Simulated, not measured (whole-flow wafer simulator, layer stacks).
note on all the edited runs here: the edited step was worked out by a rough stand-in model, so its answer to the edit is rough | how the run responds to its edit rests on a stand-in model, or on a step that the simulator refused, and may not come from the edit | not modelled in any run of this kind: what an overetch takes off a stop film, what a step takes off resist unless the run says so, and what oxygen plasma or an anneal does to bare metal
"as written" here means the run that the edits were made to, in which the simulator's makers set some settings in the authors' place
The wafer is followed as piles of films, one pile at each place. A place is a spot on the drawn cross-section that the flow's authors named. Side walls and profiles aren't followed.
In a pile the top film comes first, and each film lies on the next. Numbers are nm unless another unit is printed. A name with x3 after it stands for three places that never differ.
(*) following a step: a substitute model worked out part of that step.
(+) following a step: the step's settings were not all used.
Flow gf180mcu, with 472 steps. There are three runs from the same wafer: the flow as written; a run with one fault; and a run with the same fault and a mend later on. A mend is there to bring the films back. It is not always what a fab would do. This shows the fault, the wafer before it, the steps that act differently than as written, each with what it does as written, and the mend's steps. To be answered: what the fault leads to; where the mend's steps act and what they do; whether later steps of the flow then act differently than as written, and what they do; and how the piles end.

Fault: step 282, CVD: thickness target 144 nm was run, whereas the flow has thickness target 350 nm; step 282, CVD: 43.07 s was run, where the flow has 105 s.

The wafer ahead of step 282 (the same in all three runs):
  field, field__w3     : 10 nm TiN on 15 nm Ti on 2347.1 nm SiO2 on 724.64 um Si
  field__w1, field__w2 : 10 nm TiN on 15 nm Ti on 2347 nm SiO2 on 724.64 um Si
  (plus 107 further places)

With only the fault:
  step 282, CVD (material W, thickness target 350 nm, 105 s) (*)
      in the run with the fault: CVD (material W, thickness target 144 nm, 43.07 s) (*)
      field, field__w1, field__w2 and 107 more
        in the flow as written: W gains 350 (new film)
        in the run with the fault: W gains 145 (new film)
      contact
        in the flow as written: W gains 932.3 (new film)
        in the run with the fault: W gains 727.3 (new film)
  Steps further on in the flow that do not act as written:
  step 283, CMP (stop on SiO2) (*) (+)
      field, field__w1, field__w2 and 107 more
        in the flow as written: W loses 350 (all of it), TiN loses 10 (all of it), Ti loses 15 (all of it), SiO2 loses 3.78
        in the run with the fault: W loses 145 (all of it), TiN loses 10 (all of it), Ti loses 15 (all of it), SiO2 loses 1.72
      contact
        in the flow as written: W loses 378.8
        in the run with the fault: W loses 171.7
  The piles end only slightly different from the flow's at the places that both follow, by no more than 2% or 0.5 nm, whichever is larger.

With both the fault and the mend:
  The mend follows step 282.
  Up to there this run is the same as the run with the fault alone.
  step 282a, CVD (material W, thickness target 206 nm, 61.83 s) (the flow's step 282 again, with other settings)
      field, field__w1, field__w2 and 108 more
        W gains 207.2
  Later steps of the flow that are run all act as written at every place that is followed, up to a difference of at most 2% or 0.5 nm, whichever is larger.
  The piles end only slightly different from the flow's at the places that both follow, by no more than 2% or 0.5 nm, whichever is larger.
